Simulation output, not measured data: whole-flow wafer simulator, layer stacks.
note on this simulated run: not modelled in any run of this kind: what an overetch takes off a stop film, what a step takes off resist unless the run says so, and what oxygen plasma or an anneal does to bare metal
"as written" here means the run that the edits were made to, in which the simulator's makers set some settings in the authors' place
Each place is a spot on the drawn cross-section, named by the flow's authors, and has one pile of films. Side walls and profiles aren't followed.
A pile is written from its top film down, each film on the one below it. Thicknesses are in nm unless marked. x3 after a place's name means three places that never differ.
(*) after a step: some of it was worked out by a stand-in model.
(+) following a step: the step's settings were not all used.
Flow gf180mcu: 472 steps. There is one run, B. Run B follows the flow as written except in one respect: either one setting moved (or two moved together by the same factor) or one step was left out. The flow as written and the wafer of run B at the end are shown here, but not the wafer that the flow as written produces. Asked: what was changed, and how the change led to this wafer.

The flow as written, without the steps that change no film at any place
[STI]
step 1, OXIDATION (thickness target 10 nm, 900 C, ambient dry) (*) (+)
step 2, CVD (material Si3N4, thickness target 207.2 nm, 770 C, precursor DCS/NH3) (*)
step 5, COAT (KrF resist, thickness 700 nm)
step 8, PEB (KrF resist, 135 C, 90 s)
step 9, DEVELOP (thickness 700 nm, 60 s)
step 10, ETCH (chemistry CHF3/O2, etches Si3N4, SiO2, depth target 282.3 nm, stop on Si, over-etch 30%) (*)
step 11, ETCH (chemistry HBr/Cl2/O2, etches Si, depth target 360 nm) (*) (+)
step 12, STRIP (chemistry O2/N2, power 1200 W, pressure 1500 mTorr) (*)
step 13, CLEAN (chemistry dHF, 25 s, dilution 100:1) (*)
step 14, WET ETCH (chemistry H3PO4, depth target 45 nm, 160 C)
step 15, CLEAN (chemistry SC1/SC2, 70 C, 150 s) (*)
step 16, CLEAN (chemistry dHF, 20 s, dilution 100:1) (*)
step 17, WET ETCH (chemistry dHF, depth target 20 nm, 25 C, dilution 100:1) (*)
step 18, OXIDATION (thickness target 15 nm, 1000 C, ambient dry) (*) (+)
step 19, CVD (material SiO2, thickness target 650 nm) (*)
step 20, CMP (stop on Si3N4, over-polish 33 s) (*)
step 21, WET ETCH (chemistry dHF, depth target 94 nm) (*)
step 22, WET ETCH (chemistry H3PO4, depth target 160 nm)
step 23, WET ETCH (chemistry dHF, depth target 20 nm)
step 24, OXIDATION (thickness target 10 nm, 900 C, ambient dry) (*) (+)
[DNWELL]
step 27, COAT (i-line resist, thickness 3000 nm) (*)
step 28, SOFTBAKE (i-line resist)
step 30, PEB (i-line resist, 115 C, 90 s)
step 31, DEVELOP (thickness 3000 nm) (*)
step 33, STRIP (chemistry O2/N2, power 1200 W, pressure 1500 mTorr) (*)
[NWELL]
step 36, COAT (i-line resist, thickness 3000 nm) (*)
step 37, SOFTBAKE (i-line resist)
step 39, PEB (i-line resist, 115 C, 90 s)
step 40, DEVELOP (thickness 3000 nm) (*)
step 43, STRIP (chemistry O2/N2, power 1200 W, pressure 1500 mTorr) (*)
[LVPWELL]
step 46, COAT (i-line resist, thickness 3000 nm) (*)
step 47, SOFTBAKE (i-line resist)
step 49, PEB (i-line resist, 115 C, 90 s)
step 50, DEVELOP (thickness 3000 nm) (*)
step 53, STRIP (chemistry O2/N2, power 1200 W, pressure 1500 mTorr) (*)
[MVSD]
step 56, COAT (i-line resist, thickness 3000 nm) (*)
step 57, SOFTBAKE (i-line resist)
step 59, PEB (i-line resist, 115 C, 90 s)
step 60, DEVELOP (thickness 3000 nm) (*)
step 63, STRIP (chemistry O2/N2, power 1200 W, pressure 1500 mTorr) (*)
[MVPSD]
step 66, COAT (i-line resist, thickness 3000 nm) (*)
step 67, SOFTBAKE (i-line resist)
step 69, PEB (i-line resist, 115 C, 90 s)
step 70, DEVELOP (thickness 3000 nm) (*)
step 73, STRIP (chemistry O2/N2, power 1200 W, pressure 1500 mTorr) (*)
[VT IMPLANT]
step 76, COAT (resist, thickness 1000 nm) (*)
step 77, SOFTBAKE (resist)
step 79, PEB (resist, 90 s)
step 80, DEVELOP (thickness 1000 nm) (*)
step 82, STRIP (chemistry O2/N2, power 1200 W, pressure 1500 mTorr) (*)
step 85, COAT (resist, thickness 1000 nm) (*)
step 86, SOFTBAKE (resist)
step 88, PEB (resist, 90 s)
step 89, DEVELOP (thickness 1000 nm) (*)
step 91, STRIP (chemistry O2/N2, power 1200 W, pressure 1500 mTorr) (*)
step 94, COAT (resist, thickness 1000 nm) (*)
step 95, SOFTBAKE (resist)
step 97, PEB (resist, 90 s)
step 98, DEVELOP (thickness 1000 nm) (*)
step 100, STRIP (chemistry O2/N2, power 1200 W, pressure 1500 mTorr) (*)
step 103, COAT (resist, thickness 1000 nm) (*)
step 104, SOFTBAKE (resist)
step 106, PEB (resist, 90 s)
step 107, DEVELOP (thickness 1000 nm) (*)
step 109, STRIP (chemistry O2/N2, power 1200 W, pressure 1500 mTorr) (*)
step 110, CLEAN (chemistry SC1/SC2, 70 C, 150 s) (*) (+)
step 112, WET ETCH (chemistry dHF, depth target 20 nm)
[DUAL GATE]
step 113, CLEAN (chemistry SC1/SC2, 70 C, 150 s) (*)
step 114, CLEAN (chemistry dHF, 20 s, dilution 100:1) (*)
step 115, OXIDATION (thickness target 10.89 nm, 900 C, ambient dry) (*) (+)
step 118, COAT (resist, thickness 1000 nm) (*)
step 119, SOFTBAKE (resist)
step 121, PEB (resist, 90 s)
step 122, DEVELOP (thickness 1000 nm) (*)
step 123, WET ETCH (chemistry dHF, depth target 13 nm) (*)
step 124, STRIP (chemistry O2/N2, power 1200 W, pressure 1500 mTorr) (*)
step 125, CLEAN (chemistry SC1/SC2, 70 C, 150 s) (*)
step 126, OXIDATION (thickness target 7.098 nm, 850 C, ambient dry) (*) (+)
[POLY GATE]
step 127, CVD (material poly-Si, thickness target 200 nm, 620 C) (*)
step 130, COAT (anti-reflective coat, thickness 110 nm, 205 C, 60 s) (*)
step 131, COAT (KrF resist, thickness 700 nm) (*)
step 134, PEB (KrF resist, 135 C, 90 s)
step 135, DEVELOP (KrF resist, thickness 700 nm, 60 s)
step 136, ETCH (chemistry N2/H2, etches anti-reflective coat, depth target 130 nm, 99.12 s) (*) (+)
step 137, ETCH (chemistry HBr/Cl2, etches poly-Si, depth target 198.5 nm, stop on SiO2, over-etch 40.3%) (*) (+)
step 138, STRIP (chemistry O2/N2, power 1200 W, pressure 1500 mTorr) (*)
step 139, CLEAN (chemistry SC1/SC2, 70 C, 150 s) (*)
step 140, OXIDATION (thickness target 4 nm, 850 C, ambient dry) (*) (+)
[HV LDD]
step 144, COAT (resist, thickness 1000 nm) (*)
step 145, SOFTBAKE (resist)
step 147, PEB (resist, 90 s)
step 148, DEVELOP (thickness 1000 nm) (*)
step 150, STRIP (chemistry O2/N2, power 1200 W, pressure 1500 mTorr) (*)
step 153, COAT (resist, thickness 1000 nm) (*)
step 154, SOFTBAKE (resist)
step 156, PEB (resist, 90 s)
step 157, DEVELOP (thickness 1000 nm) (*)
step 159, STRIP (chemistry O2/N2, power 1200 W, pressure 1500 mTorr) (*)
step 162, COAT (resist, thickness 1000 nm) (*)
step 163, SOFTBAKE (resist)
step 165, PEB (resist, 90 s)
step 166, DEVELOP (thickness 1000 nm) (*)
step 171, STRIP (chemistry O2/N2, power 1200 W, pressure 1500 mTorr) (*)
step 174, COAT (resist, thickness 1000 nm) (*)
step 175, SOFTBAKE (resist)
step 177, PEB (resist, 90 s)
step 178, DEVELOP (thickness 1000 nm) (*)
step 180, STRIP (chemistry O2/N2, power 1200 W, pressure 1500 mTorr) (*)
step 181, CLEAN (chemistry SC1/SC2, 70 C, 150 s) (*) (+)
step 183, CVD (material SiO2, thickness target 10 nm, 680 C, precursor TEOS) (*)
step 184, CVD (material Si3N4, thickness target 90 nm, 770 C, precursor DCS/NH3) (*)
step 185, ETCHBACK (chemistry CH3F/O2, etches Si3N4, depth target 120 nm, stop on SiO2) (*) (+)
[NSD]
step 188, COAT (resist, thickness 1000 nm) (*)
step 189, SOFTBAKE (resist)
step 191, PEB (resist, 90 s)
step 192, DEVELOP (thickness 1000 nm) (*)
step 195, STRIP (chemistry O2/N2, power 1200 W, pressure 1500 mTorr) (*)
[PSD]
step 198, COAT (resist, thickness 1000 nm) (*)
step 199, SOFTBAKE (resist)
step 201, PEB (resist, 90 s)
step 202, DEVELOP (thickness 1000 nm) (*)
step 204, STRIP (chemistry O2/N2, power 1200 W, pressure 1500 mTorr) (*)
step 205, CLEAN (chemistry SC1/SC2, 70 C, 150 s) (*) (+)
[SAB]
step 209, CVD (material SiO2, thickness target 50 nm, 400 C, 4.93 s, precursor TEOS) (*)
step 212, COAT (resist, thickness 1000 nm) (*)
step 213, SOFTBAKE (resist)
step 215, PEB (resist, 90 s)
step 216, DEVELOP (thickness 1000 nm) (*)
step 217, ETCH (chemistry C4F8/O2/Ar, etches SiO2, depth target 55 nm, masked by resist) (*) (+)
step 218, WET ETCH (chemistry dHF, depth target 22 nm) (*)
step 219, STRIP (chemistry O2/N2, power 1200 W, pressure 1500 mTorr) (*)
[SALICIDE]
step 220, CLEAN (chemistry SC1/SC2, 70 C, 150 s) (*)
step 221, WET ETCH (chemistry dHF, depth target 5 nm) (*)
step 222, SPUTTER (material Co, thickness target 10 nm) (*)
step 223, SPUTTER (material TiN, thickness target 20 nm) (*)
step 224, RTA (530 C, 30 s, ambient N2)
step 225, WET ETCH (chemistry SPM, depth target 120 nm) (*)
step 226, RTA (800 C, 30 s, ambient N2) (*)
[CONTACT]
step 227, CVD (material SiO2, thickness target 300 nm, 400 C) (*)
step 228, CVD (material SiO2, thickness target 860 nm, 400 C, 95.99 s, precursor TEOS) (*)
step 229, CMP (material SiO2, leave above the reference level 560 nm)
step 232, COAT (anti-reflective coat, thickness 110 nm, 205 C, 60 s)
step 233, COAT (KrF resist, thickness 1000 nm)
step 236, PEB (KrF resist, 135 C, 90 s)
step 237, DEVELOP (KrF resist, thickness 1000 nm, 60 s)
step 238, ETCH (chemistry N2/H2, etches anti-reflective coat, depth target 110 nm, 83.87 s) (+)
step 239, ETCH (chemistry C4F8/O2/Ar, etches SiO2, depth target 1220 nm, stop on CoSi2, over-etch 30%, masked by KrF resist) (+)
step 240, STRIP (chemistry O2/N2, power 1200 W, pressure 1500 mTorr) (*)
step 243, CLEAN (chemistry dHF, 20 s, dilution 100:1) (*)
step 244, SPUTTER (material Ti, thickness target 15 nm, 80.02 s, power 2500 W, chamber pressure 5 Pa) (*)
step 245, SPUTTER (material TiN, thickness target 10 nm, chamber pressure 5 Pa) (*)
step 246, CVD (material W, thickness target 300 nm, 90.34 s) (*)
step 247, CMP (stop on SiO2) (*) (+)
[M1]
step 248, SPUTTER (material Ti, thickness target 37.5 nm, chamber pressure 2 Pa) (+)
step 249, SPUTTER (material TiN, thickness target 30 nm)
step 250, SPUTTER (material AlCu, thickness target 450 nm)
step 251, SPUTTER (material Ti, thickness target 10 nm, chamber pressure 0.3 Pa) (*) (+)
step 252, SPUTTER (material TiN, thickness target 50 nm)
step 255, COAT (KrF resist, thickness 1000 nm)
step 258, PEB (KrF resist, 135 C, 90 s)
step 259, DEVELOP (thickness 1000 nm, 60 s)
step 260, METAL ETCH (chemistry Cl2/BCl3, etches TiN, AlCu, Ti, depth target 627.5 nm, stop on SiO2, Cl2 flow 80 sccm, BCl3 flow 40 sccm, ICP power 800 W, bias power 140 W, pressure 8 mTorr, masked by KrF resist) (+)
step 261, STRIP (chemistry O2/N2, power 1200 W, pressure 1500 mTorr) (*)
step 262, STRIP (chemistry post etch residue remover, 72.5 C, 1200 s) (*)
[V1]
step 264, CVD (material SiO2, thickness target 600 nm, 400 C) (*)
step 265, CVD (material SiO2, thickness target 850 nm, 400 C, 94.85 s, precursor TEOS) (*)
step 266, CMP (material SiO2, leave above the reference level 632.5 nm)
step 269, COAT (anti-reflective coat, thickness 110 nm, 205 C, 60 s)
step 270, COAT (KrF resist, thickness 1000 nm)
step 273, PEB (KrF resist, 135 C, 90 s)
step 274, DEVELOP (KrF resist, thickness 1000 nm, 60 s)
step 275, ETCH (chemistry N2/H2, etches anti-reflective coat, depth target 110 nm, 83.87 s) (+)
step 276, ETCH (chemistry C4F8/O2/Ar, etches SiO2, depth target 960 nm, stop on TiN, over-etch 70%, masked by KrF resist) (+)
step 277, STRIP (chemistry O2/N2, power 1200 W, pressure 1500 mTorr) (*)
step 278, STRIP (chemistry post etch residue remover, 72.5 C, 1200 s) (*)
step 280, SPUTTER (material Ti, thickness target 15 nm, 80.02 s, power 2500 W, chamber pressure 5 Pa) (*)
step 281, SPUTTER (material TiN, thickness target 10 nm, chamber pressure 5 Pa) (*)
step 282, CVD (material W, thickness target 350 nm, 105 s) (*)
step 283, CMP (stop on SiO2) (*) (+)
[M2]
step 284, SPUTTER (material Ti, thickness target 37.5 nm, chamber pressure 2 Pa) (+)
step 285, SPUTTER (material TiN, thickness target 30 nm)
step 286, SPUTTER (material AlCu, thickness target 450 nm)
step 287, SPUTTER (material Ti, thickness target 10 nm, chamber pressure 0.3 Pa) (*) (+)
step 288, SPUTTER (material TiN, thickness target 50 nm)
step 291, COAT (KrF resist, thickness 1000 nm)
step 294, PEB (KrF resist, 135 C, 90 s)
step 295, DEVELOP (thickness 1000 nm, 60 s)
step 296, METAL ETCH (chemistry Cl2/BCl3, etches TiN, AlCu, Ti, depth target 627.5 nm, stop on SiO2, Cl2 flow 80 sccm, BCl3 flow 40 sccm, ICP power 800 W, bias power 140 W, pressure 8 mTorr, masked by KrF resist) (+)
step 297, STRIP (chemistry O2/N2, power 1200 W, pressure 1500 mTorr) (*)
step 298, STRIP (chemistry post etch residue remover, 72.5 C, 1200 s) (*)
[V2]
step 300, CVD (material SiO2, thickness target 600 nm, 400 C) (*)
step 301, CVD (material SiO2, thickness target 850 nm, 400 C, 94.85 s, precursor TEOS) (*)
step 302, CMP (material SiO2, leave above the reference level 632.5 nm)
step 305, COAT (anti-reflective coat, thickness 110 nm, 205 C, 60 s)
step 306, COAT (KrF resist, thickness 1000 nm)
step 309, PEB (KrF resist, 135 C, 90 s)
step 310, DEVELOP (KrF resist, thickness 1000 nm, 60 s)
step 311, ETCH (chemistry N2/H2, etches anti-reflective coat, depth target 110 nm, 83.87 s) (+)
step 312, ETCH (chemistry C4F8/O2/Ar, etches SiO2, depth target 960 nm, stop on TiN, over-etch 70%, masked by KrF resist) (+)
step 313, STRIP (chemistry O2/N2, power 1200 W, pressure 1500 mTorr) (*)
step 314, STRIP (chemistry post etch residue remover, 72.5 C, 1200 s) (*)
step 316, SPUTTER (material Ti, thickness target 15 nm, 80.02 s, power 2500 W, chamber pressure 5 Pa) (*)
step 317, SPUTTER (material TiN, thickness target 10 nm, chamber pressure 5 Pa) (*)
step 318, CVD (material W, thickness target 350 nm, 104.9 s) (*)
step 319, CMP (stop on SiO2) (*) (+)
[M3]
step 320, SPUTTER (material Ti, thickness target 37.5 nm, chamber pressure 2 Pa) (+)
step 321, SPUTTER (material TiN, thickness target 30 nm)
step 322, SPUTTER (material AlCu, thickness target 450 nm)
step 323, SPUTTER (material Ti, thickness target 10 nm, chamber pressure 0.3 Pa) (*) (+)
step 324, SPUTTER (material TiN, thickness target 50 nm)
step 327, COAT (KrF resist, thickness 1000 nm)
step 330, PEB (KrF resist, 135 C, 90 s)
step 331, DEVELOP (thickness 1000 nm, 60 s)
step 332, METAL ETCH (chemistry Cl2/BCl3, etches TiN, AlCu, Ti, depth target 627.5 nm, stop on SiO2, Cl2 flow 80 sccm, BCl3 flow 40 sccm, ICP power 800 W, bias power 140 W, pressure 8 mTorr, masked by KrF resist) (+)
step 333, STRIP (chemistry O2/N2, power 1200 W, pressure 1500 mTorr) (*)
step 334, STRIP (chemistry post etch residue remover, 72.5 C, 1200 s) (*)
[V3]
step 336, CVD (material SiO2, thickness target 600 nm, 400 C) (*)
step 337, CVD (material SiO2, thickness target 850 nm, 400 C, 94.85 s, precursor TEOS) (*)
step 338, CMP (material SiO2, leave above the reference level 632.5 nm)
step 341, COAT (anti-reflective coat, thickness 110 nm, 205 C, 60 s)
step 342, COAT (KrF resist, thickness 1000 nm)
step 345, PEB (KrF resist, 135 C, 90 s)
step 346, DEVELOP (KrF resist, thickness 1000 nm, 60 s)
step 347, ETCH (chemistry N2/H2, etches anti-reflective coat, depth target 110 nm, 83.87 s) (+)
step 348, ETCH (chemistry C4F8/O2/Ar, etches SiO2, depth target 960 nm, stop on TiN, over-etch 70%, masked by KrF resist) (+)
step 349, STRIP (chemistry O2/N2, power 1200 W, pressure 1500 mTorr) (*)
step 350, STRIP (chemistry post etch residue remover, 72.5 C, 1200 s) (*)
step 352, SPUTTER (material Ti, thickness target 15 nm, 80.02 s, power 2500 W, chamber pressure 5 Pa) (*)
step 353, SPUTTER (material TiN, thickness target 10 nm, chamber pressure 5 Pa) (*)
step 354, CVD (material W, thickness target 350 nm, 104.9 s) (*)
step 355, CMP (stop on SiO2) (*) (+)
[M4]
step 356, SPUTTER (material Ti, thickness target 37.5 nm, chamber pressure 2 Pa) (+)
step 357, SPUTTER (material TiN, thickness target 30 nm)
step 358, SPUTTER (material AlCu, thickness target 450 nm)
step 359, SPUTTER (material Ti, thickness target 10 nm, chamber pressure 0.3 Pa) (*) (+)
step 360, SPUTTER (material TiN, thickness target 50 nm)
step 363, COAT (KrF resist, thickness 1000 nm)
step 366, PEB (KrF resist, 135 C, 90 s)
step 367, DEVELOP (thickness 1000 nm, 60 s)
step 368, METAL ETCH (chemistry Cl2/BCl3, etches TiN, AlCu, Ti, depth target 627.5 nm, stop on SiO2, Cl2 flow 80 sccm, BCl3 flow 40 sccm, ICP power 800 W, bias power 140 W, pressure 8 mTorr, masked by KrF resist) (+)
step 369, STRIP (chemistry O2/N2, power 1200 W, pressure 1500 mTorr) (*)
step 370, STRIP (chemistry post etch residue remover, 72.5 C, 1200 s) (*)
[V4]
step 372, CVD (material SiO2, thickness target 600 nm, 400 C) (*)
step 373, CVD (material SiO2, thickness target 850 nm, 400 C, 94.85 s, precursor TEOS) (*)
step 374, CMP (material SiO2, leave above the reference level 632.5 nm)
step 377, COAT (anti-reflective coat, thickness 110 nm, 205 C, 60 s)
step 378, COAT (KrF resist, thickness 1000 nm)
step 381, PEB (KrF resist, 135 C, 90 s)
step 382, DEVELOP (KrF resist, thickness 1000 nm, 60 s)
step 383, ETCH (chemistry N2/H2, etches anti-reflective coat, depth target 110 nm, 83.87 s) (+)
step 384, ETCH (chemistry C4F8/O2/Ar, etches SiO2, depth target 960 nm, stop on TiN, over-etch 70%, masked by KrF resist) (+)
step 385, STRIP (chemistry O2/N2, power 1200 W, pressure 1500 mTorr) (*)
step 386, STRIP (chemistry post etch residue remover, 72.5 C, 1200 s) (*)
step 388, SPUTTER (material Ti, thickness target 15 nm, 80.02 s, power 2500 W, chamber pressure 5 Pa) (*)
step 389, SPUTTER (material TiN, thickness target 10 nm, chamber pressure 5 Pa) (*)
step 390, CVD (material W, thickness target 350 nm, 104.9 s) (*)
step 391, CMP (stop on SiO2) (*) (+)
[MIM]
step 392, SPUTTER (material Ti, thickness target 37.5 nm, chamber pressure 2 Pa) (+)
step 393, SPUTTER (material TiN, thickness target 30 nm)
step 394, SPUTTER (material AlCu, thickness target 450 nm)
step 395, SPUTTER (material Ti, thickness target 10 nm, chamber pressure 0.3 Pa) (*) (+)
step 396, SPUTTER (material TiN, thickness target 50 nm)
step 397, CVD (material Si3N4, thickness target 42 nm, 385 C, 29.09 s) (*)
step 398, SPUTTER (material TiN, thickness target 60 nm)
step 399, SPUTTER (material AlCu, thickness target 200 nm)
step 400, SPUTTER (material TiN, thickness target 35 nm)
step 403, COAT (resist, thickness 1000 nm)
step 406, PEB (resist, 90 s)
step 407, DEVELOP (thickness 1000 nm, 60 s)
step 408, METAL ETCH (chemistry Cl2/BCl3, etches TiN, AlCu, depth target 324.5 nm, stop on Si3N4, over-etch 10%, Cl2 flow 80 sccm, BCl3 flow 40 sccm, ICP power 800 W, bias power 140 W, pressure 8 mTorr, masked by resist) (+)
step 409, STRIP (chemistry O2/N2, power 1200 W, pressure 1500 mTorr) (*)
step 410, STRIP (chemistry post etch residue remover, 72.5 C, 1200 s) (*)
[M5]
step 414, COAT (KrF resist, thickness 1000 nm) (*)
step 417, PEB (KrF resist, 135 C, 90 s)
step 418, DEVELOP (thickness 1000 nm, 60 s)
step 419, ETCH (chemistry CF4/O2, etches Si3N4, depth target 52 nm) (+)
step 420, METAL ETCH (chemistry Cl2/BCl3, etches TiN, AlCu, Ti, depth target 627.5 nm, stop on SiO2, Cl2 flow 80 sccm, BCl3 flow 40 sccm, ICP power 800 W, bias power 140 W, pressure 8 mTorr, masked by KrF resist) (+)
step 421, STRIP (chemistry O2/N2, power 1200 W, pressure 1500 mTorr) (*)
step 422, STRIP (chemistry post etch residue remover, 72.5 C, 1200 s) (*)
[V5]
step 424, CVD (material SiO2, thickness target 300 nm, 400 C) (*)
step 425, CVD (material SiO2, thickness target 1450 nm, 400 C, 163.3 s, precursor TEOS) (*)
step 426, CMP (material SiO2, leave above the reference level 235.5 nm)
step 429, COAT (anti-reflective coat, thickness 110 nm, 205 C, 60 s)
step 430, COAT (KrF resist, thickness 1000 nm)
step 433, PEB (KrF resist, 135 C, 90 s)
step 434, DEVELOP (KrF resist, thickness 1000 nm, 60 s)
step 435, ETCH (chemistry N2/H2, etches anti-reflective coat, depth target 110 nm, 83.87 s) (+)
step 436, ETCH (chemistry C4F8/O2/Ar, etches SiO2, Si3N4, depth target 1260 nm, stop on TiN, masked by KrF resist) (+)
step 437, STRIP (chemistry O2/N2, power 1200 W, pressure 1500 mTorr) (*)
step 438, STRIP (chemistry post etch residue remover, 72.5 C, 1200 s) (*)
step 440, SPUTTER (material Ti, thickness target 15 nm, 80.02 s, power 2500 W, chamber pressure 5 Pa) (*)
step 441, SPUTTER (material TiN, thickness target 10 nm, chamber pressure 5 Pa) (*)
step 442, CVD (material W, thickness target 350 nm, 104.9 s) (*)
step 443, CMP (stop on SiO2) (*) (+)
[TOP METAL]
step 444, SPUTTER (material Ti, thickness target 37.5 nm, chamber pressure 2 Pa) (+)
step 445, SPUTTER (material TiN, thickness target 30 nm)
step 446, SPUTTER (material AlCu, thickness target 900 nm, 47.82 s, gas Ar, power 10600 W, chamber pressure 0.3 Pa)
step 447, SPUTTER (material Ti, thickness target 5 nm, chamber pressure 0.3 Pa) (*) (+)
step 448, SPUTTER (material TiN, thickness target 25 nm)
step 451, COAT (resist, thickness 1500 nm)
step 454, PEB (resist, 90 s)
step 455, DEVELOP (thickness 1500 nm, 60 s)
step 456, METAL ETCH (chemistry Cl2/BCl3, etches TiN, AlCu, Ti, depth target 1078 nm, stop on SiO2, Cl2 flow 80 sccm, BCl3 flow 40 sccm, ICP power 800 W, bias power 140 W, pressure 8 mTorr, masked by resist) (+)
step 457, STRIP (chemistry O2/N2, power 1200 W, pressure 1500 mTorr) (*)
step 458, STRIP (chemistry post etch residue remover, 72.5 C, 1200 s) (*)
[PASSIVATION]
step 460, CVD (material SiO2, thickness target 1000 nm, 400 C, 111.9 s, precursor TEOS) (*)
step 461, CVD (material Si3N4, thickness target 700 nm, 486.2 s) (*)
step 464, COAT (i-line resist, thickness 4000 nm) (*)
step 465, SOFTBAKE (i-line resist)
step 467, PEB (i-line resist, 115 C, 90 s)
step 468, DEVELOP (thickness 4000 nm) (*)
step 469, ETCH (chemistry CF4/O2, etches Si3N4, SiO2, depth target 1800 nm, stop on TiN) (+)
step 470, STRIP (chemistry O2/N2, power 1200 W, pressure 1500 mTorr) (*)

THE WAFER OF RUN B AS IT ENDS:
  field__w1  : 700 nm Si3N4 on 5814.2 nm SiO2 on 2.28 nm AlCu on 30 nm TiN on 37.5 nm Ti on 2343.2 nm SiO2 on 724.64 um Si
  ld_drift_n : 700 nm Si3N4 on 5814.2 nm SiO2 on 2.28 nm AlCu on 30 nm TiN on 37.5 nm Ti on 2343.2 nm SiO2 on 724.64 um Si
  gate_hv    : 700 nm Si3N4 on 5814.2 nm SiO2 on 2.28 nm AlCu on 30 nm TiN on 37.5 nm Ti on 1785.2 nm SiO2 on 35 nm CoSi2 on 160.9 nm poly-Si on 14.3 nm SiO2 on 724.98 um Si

Cause: step 296, METAL ETCH: depth target 502 nm was run, whereas the flow has depth target 627.5 nm.

The path from the change to this, step by step:
  step 296, METAL ETCH (chemistry Cl2/BCl3, etches TiN, AlCu, Ti, depth target 627.5 nm, stop on SiO2, Cl2 flow 80 sccm, BCl3 flow 40 sccm, ICP power 800 W, bias power 140 W, pressure 8 mTorr, masked by KrF resist) (+)
      field, field__w1, field__w2 and 103 more: TiN loses 50 (all of it), Ti loses 10 (all of it), AlCu loses 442 (in the flow as written it would be: TiN loses 50 (all of it), Ti loses 10 (all of it), AlCu loses 450 (all of it), TiN loses 30 (all of it), Ti loses 37.5 (all of it))
      field__w8, contact, m1, m1__w1, m1_nw: KrF resist loses 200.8 (in the flow as written it would be: KrF resist loses 251)
  step 297, STRIP (chemistry O2/N2, power 1200 W, pressure 1500 mTorr) (*)
      field__w8, contact, m1, m1__w1, m1_nw: KrF resist loses 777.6 (all of it) (in the flow as written it would be: KrF resist loses 727.4 (all of it))
  step 298, STRIP (chemistry post etch residue remover, 72.5 C, 1200 s) (*)
      field, field__w1, field__w2 and 103 more: AlCu loses 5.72 (in the flow as written it would be: nothing)
  step 300, CVD (material SiO2, thickness target 600 nm, 400 C) (*)
      field, field__w1, field__w2 and 103 more: SiO2 gains 600 (new film) (in the flow as written it would be: SiO2 gains 600)
  step 302, CMP (material SiO2, leave above the reference level 632.5 nm)
      field, field__w1, field__w2 and 103 more: SiO2 loses 369.8 (in the flow as written it would be: SiO2 loses 300)
If metal films that touch count as one body, field__w1 has 1 body; the flow as written gives 0 bodies.
If metal films that touch count as one body, ld_drift_n has 1 body; the flow as written gives 0 bodies.
If metal films that touch count as one body, gate_hv has 2 bodies (between them, from the top down: SiO2 1785.2); the flow as written gives 1 body.
